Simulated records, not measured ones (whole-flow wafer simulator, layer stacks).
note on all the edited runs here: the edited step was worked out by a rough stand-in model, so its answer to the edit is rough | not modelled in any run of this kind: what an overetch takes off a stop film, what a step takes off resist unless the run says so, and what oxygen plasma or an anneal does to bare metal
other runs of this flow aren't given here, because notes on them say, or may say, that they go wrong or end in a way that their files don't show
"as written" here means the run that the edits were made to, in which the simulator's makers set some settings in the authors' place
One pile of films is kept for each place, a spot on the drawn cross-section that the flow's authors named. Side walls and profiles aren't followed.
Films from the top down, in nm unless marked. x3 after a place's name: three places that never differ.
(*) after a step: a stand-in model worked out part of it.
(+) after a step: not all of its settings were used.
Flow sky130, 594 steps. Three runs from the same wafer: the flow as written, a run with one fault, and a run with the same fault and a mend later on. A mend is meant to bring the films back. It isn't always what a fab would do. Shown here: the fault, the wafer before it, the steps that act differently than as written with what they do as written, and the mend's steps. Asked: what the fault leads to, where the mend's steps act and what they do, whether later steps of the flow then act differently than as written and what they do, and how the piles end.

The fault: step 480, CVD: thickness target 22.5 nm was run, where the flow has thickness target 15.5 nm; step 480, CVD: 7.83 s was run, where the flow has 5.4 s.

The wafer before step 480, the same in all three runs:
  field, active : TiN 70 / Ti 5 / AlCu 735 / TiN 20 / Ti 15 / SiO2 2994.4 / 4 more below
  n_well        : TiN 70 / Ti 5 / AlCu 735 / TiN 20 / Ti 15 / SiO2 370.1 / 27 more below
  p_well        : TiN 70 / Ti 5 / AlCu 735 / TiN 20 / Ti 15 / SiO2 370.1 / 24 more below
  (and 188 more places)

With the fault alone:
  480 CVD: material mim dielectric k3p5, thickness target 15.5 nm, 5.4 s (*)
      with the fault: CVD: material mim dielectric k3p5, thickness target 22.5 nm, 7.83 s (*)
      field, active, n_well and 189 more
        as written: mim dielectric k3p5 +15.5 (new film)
        with the fault: mim dielectric k3p5 +22.5 (new film)
  Later steps of the flow that act differently than as written (2 more steps differ only slightly, by at most 2% or 0.5 nm, whichever is larger, and aren't shown):
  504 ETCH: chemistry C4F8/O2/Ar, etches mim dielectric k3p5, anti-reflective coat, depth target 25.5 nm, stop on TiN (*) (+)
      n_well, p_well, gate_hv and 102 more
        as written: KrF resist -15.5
        with the fault: KrF resist -17
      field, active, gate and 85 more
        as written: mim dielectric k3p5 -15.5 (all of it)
        with the fault: mim dielectric k3p5 -22.5 (all of it)
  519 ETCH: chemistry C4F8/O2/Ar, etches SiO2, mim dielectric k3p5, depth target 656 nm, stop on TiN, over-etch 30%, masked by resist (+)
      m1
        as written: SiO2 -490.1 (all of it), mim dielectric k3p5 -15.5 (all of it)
        with the fault: SiO2 -483.1 (all of it), mim dielectric k3p5 -22.5 (all of it)
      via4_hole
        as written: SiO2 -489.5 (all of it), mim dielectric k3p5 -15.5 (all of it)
        with the fault: SiO2 -482.5 (all of it), mim dielectric k3p5 -22.5 (all of it)
  At the end the piles differ from the flow's by more than 2% or 0.5 nm, whichever is larger, at n_well, p_well, gate_hv and 100 more.
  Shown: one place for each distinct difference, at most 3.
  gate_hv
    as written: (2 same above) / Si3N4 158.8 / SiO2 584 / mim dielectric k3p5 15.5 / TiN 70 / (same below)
    with the fault: (2 same above) / Si3N4 158.8 / SiO2 577 / mim dielectric k3p5 22.5 / TiN 70 / (same below)
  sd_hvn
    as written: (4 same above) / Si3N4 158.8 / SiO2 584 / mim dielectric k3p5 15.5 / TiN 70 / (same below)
    with the fault: (4 same above) / Si3N4 158.8 / SiO2 577 / mim dielectric k3p5 22.5 / TiN 70 / (same below)
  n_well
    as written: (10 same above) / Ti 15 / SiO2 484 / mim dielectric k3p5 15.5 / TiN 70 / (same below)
    with the fault: (10 same above) / Ti 15 / SiO2 477 / mim dielectric k3p5 22.5 / TiN 70 / (same below)

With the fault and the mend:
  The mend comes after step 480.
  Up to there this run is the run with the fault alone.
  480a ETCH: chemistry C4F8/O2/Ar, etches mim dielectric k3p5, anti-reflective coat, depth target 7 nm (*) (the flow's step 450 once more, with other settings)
      field, active, n_well and 189 more
        mim dielectric k3p5 -7
  No later step of the flow acts differently than as written at any place that is followed.
  At the end the piles are the same as the flow's at every place that both follow.
